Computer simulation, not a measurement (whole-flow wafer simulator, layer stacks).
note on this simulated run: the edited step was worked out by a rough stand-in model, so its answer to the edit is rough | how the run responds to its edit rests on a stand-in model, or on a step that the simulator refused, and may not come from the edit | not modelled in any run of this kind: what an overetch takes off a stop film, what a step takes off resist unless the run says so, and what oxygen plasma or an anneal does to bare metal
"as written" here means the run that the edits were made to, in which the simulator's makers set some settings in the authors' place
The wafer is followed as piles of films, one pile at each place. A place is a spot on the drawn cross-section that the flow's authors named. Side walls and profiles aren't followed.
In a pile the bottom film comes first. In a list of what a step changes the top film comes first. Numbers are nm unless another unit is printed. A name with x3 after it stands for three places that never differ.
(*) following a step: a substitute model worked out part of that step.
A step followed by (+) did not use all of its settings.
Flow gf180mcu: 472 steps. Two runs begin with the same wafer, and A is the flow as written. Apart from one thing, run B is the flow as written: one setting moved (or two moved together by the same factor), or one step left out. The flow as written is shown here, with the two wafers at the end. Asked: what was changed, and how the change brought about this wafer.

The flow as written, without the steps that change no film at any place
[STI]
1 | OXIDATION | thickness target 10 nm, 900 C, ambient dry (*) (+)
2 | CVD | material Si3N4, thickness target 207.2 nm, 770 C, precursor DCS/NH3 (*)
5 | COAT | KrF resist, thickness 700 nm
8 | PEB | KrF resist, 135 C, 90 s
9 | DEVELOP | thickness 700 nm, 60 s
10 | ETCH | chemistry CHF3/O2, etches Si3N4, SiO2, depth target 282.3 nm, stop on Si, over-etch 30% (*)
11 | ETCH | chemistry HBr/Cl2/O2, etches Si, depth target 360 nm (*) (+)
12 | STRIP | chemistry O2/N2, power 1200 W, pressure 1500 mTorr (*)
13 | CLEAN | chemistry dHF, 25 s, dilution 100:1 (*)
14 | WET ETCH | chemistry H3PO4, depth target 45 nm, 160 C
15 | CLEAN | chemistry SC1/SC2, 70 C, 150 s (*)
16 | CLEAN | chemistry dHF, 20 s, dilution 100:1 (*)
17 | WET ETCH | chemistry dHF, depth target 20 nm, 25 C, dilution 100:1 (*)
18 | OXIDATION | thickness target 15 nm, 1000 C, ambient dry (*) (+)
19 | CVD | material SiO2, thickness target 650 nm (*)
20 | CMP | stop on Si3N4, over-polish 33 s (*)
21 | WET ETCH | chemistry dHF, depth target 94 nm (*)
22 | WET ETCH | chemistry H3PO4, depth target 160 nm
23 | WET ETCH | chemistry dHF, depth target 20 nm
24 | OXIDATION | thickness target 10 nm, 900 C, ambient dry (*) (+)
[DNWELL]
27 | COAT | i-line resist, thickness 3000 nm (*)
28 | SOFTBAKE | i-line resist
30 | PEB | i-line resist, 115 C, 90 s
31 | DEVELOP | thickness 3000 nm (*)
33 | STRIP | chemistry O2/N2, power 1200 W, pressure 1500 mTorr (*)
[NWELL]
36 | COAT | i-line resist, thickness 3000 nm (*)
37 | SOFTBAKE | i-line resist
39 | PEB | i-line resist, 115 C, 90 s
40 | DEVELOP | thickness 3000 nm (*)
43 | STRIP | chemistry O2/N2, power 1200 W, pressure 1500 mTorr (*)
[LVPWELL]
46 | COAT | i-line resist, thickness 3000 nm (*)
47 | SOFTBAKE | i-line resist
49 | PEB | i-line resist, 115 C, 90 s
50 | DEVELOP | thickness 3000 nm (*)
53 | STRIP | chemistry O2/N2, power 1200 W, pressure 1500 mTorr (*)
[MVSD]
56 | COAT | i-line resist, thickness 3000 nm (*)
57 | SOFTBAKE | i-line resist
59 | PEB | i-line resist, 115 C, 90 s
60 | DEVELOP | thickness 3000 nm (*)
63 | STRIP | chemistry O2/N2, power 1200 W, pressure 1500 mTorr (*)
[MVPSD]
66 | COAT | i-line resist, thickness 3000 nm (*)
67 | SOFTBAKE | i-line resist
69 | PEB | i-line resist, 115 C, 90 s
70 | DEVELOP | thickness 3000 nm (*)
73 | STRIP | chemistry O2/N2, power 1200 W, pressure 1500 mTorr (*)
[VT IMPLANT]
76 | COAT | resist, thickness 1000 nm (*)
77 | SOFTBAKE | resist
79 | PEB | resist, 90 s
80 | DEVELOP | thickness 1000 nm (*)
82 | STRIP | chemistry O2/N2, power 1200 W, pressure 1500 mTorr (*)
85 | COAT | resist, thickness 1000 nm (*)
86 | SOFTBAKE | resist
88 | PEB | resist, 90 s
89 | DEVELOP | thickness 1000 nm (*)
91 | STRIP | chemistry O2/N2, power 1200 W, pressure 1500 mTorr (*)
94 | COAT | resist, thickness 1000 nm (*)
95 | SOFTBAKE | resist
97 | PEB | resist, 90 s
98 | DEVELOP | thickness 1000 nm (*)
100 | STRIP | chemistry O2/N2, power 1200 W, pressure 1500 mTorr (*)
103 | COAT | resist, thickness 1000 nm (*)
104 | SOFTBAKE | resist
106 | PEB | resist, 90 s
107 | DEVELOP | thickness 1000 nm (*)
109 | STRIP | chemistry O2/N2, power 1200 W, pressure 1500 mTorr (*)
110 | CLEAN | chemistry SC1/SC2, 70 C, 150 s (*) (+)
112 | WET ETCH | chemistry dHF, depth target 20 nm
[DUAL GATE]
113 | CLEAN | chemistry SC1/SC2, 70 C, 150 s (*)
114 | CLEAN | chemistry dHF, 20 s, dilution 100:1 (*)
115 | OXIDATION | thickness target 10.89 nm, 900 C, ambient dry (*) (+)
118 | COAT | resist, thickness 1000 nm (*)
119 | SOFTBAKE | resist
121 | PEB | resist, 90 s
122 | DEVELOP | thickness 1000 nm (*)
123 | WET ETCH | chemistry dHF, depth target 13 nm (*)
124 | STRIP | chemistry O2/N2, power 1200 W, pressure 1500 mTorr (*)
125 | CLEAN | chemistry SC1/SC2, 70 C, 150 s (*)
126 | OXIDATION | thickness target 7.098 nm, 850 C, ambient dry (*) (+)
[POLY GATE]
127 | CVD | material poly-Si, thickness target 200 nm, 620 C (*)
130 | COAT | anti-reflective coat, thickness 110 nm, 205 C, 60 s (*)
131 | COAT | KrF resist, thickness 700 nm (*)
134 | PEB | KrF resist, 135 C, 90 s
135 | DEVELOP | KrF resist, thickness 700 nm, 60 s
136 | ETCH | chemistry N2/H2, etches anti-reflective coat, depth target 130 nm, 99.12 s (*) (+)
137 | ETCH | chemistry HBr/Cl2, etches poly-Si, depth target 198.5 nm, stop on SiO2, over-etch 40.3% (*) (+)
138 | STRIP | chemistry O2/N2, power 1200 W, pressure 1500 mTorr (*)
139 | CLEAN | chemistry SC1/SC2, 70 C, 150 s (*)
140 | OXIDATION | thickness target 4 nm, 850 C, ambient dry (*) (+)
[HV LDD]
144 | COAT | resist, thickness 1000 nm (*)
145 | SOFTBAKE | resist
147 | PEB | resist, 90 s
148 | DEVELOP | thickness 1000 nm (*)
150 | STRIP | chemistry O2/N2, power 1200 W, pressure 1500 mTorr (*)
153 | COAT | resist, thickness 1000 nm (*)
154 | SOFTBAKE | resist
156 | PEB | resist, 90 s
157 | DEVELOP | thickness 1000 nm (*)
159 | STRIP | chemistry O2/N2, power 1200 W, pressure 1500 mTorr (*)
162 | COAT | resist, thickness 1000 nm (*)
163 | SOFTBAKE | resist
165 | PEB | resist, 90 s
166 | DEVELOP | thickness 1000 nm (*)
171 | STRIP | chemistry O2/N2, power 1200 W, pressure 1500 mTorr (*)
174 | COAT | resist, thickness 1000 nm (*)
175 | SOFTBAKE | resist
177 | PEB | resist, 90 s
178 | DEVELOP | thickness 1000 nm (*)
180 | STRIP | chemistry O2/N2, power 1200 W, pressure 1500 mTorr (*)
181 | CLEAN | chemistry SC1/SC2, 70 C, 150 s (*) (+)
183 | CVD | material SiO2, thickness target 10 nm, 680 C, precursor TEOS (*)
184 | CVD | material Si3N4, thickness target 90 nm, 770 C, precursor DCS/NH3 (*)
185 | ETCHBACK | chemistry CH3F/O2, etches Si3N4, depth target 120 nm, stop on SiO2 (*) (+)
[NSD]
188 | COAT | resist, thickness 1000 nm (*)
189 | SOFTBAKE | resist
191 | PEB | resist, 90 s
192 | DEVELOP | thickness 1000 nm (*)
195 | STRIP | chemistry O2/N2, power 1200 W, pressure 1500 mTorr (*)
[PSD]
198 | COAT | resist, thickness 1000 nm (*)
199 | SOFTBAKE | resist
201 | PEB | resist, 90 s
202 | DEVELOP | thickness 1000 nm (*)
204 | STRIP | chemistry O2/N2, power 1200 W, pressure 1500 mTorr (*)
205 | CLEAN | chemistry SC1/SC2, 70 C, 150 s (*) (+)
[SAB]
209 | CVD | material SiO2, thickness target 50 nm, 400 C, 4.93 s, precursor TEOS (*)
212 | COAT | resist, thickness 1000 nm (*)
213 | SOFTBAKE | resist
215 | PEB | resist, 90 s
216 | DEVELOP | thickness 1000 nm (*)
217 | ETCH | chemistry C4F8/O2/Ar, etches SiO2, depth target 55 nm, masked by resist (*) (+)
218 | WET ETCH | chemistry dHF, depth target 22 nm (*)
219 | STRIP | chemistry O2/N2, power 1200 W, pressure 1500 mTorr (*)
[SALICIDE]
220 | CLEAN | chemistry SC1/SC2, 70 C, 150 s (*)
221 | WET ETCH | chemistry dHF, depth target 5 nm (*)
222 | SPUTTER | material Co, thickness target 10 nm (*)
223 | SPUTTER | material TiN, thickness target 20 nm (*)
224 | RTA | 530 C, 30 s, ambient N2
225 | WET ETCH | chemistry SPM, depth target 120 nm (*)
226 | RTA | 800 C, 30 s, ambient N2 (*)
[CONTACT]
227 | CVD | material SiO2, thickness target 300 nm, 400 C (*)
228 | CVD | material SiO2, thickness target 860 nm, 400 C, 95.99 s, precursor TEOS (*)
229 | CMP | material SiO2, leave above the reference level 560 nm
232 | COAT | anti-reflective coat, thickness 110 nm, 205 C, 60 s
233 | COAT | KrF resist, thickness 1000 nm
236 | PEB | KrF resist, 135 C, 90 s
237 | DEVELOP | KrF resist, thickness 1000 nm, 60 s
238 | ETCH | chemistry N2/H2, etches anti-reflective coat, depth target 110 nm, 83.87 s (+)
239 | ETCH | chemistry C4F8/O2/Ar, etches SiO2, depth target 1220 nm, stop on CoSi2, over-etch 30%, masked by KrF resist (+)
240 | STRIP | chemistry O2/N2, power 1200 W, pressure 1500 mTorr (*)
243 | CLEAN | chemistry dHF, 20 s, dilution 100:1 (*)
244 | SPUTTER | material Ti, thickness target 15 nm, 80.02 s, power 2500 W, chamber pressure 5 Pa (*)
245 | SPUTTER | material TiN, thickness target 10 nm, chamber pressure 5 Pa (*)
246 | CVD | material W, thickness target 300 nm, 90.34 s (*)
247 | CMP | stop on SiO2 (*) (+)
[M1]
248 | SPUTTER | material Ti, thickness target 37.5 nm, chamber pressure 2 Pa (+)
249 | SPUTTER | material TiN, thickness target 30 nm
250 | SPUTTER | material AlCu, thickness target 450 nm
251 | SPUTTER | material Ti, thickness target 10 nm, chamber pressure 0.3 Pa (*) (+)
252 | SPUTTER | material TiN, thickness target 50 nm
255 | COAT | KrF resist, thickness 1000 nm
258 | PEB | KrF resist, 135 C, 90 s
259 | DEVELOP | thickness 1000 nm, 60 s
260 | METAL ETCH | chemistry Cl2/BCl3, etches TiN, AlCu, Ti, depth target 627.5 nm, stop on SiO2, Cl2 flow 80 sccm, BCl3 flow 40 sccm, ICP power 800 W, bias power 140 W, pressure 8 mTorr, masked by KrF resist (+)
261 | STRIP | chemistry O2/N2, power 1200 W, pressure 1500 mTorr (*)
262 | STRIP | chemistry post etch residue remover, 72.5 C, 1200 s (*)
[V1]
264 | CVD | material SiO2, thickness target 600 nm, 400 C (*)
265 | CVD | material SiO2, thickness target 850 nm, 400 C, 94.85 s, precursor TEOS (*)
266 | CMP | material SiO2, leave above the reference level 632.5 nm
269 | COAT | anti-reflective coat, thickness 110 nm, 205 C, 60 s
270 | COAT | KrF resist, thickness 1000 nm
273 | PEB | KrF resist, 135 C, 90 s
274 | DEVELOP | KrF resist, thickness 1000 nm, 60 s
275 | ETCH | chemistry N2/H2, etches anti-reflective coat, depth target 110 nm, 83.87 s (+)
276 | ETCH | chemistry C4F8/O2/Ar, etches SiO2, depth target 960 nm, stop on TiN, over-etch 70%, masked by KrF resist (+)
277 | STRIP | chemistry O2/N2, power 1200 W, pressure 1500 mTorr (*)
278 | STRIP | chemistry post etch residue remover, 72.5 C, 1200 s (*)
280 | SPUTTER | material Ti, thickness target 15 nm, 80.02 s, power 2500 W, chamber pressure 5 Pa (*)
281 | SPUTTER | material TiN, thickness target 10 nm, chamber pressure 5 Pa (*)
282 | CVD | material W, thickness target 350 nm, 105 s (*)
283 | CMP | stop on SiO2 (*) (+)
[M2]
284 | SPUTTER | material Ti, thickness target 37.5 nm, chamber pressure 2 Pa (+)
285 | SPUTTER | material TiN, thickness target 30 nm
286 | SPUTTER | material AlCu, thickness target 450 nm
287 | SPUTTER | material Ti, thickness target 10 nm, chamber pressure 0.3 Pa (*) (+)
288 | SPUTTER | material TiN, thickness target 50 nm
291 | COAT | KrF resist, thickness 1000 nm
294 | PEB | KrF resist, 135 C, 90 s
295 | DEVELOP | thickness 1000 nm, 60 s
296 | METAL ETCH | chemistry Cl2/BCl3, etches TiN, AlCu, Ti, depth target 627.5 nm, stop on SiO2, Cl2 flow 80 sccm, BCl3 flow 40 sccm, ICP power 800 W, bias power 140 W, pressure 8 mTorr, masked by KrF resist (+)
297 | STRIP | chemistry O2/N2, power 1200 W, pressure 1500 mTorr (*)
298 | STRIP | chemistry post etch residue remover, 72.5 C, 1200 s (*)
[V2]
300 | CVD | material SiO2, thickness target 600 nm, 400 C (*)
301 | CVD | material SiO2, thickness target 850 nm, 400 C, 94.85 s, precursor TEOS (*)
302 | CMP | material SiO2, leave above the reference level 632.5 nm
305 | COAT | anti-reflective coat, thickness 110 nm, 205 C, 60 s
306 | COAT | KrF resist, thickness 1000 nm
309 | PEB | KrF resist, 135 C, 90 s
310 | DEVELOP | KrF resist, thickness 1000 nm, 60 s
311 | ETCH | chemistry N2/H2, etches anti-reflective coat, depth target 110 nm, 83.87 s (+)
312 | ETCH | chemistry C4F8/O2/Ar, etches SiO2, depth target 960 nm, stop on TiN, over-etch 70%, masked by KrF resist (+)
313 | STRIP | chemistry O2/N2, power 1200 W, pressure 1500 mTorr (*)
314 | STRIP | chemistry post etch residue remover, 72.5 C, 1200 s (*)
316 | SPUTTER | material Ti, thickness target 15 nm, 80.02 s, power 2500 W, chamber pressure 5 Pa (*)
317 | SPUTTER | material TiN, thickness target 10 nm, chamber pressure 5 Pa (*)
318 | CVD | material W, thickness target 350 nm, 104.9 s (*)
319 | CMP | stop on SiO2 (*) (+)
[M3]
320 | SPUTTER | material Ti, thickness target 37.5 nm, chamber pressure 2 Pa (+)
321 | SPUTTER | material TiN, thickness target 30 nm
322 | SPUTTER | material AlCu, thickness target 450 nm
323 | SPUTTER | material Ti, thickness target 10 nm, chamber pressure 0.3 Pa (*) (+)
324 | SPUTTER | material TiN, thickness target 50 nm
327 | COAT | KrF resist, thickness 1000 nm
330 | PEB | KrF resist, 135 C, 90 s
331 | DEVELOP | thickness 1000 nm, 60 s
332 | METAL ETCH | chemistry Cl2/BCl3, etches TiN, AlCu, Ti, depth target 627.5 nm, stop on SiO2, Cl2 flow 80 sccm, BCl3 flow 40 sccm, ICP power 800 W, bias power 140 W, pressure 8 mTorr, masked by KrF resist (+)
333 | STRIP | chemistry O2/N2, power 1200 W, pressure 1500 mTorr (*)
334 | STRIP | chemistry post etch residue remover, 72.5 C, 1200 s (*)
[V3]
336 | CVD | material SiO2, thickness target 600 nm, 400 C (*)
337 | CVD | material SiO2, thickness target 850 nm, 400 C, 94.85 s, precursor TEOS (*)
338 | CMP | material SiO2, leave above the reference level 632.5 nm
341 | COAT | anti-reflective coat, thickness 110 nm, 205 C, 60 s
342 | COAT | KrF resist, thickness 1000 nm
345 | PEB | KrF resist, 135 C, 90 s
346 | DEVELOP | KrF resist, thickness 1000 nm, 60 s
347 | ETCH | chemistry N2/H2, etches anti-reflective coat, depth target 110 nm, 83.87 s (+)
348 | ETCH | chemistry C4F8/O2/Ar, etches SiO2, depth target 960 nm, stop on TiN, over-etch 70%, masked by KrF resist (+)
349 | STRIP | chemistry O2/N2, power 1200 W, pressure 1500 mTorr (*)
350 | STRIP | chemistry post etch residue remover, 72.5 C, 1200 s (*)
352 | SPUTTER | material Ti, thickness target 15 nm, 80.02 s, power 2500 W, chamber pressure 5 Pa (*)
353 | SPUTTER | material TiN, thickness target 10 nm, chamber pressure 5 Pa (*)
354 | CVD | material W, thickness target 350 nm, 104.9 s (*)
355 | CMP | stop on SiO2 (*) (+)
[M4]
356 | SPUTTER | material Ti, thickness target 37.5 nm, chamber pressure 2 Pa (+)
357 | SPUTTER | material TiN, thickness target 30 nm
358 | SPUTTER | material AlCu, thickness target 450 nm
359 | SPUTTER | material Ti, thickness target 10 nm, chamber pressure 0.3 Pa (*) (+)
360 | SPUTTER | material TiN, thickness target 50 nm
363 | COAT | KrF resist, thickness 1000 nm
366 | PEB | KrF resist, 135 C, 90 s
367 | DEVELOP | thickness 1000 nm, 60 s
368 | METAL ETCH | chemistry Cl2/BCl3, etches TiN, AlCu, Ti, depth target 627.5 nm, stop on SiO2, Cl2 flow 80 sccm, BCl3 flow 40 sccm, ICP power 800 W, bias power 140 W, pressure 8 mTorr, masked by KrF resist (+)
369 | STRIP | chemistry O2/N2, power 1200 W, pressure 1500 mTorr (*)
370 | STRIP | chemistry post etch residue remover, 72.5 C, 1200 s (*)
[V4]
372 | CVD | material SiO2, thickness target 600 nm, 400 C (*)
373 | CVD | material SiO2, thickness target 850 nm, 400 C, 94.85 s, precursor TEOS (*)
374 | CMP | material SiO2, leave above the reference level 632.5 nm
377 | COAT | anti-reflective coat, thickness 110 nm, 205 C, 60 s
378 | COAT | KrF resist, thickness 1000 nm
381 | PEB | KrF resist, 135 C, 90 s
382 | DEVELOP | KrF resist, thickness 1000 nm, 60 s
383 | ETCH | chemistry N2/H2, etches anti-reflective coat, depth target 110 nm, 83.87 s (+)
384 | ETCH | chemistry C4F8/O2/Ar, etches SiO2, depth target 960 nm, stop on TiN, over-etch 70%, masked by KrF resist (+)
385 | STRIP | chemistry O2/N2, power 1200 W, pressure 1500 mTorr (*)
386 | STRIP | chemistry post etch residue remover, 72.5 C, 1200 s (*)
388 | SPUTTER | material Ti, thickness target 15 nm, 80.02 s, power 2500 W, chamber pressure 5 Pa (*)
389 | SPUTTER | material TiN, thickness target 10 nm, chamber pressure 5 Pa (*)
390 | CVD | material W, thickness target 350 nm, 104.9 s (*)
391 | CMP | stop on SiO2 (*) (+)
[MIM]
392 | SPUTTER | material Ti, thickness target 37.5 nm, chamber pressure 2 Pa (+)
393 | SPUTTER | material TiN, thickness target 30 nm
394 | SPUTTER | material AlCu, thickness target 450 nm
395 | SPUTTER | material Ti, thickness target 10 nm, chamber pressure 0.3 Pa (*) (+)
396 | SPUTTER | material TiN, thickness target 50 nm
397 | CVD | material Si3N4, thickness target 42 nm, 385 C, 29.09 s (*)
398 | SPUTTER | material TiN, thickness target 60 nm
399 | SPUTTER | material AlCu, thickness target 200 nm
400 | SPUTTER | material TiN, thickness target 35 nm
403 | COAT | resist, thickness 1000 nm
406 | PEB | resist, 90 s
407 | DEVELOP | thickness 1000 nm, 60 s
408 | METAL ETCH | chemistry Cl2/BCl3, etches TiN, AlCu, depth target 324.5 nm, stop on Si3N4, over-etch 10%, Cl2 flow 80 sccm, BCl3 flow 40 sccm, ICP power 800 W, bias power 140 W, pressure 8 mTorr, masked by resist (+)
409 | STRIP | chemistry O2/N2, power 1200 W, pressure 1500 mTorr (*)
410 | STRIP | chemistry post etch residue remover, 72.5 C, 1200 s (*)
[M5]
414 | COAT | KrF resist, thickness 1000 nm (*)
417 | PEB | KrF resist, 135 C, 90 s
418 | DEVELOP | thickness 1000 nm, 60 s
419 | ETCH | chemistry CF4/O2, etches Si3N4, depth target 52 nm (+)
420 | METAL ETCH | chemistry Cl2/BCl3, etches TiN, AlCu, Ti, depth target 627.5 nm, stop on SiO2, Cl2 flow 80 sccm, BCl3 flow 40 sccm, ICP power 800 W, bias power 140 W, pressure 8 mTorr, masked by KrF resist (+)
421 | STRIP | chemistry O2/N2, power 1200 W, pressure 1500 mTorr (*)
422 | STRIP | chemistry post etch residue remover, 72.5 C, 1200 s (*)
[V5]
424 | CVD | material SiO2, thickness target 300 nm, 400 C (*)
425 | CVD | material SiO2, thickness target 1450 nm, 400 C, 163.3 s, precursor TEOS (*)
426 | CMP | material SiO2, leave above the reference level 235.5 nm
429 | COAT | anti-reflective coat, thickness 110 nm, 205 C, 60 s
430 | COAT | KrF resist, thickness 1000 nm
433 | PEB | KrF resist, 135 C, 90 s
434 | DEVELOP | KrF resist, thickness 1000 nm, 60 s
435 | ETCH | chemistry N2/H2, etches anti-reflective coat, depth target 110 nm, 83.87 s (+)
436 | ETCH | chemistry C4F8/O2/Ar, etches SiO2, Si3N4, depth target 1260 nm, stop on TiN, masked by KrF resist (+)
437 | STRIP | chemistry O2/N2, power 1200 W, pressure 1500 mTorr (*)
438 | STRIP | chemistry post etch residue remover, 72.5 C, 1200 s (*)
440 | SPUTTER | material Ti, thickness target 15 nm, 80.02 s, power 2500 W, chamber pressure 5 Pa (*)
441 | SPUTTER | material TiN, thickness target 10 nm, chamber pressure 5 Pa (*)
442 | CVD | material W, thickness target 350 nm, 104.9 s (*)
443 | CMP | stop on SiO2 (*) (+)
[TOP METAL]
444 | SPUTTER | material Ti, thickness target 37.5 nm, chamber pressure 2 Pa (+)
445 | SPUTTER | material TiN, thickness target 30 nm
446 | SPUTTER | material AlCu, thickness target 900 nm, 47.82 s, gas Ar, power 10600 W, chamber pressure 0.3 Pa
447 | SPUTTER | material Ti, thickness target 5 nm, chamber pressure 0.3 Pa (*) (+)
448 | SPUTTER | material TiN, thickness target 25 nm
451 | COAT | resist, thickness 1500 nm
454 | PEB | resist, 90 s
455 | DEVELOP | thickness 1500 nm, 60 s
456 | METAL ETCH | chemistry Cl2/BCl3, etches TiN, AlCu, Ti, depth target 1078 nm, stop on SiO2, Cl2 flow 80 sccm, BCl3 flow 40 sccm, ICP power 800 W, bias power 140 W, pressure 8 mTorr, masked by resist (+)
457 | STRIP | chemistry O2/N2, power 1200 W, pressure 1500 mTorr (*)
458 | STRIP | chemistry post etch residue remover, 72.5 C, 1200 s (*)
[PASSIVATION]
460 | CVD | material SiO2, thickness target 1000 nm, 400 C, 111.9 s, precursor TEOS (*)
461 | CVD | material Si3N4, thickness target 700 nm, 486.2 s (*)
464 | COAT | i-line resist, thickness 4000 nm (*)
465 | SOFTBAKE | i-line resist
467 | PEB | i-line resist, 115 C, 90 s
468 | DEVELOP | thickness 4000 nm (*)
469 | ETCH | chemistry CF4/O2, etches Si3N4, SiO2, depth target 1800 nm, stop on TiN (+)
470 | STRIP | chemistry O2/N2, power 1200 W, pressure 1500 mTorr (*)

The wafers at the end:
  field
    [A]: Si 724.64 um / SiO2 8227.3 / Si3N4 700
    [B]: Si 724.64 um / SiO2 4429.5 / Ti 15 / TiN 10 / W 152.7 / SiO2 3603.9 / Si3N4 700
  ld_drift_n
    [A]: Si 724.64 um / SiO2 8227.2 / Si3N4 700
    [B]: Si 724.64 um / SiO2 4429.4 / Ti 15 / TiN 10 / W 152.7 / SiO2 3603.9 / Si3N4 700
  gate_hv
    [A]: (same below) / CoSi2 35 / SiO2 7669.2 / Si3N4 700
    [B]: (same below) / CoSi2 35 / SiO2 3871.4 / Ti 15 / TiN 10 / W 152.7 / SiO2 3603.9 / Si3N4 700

What caused this: step 337, CVD: thickness target 340 nm was run, though the flow has thickness target 850 nm.

Step by step, how the change led to this:
  337 | CVD | material SiO2, thickness target 850 nm, 400 C, 94.85 s, precursor TEOS (*)
      field, field__w1, field__w2 and 108 more: A +850 SiO2 | B +340 SiO2
  338 | CMP | material SiO2, leave above the reference level 632.5 nm
      field, field__w1, field__w2 and 103 more: A -300 SiO2 | B nothing
      field__w8, contact, m1, m1__w1, m1_nw: A -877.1 SiO2 | B -367.1 SiO2
  341 | COAT | anti-reflective coat, thickness 110 nm, 205 C, 60 s
      field__w6, ld_sd_n: A +110 anti-reflective coat (new film) | B +112.6 anti-reflective coat (new film)
      field: A +110 anti-reflective coat (new film) | B +202.7 anti-reflective coat (new film)
      (and at 23 other places as well)
  342 | COAT | KrF resist, thickness 1000 nm
      field: A +1000 KrF resist (new film) | B +956.8 KrF resist (new film)
      field__w1: A +1000 KrF resist (new film) | B +1021 KrF resist (new film)
      (and at 13 other places as well)
  345 | PEB | KrF resist, 135 C, 90 s
      n_well: A -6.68 KrF resist | B -6 KrF resist
      contact: A -6.68 KrF resist | B -5.69 KrF resist
      (and at 7 other places as well)
  346 | DEVELOP | KrF resist, thickness 1000 nm, 60 s
      contact: A -993.3 KrF resist (all of it) | B -913.7 KrF resist (all of it)
  347 | ETCH | chemistry N2/H2, etches anti-reflective coat, depth target 110 nm, 83.87 s (+)
      contact: A -110 anti-reflective coat (all of it), -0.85 SiO2 | B -25.4 anti-reflective coat (all of it), -3.02 SiO2
  349 | STRIP | chemistry O2/N2, power 1200 W, pressure 1500 mTorr (*)
      field: A -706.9 KrF resist (all of it), -110 anti-reflective coat (all of it) | B -664.1 KrF resist (all of it), -202.7 anti-reflective coat (all of it)
      field__w1: A -706.9 KrF resist (all of it), -110 anti-reflective coat (all of it) | B -727.8 KrF resist (all of it), -97.7 anti-reflective coat (all of it)
      (and at 25 other places as well)
  352 | SPUTTER | material Ti, thickness target 15 nm, 80.02 s, power 2500 W, chamber pressure 5 Pa (*)
      contact: A +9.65 Ti (new film) | B +11 Ti (new film)
  353 | SPUTTER | material TiN, thickness target 10 nm, chamber pressure 5 Pa (*)
      contact: A +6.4 TiN (new film) | B +7.28 TiN (new film)
  354 | CVD | material W, thickness target 350 nm, 104.9 s (*)
      contact: A +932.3 W (new film) | B +720.1 W (new film)
  355 | CMP | stop on SiO2 (*) (+)
      field, field__w1, field__w2 and 103 more: A -350 W (all of it), -10 TiN (all of it), -15 Ti (all of it), -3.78 SiO2 | B -185 W
      field__w8, m1, m1__w1, m1_nw: A -350 W (all of it), -10 TiN (all of it), -15 Ti (all of it), -3.78 SiO2 | B -350 W (all of it), -10 TiN (all of it), -15 Ti (all of it), -20 SiO2
      (and at 1 other place as well)
  368 | METAL ETCH | chemistry Cl2/BCl3, etches TiN, AlCu, Ti, depth target 627.5 nm, stop on SiO2, Cl2 flow 80 sccm, BCl3 flow 40 sccm, ICP power 800 W, bias power 140 W, pressure 8 mTorr, masked by KrF resist (+)
      field, field__w1, field__w2 and 103 more: A -50 TiN (all of it), -10 Ti (all of it), -450 AlCu (all of it), -30 TiN (all of it), -37.5 Ti (all of it) | B -50 TiN (all of it), -10 Ti (all of it), -450 AlCu (all of it), -30 TiN (all of it), -37.5 Ti (all of it), -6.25 W
  370 | STRIP | chemistry post etch residue remover, 72.5 C, 1200 s (*)
      field, field__w1, field__w2 and 103 more: A nothing | B -6.01 W
  372 | CVD | material SiO2, thickness target 600 nm, 400 C (*)
      field, field__w1, field__w2 and 103 more: A +600 SiO2 | B +600 SiO2 (new film)
  374 | CMP | material SiO2, leave above the reference level 632.5 nm
      field, field__w1, field__w2 and 103 more: A -300 SiO2 | B -287.7 SiO2
If metal films that touch count as one body, field has 1 body; the flow as written gives 0 bodies.
If metal films that touch count as one body, ld_drift_n has 1 body; the flow as written gives 0 bodies.
If metal films that touch count as one body, gate_hv has 2 bodies (between them, from the top down: SiO2 3871.4); the flow as written gives 1 body.
